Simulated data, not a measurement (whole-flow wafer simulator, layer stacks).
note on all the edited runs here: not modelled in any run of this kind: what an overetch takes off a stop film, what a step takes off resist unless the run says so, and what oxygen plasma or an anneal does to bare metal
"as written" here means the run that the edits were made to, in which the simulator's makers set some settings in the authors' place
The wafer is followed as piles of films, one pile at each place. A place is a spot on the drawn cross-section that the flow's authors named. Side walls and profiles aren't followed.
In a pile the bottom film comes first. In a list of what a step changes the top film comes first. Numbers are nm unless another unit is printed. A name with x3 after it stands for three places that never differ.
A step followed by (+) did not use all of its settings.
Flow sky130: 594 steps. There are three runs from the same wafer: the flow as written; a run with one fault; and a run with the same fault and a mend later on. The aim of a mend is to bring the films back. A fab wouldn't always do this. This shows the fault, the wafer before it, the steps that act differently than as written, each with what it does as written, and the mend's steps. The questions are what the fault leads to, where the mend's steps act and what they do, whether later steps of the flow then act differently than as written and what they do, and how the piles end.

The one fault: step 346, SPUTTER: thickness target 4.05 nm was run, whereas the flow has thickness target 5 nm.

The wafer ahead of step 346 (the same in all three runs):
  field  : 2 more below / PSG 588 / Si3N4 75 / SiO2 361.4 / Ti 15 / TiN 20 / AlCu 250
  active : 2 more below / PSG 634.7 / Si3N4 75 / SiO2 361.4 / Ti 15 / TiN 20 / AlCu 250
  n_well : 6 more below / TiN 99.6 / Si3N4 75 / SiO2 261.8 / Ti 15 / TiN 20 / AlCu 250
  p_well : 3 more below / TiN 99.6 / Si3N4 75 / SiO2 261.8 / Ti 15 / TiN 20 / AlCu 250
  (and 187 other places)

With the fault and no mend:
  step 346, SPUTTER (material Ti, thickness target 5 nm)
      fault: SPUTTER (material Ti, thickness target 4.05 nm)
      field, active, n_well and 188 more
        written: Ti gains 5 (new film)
        fault: Ti gains 4.05 (new film)
  Steps later in the flow that act otherwise than as written (19 more steps, not shown, differ only slightly: by at most 2% or 0.5 nm, whichever is larger):
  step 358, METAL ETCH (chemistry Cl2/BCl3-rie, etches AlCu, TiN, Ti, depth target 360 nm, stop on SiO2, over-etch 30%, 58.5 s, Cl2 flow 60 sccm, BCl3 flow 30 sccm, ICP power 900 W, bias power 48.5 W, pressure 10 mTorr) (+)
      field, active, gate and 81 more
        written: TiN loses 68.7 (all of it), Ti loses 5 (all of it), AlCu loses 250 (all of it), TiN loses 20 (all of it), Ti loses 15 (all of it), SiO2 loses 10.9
        fault: TiN loses 68.7 (all of it), Ti loses 4.05 (all of it), AlCu loses 250 (all of it), TiN loses 20 (all of it), Ti loses 15 (all of it), SiO2 loses 11
  The piles end different from the flow's at n_well, p_well, gate_hv and 104 more by more than 2% or 0.5 nm, whichever is larger.
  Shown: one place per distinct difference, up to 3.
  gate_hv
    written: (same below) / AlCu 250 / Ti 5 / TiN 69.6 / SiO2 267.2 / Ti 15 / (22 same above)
    fault: (same below) / AlCu 250 / Ti 4.05 / TiN 69.6 / SiO2 268.2 / Ti 15 / (22 same above)
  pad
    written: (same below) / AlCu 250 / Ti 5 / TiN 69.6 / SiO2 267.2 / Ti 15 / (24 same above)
    fault: (same below) / AlCu 250 / Ti 4.05 / TiN 69.6 / SiO2 268.2 / Ti 15 / (24 same above)
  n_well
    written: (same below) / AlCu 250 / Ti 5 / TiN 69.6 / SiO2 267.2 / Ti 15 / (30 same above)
    fault: (same below) / AlCu 250 / Ti 4.05 / TiN 69.6 / SiO2 268.2 / Ti 15 / (30 same above)

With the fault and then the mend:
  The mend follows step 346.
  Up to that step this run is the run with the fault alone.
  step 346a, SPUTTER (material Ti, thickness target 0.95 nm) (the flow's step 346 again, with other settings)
      field, active, n_well and 188 more
        Ti gains 0.95
  Every later step of the flow that is run acts as written at every place that is followed.
  The piles end the same as the flow's at every place that both follow.
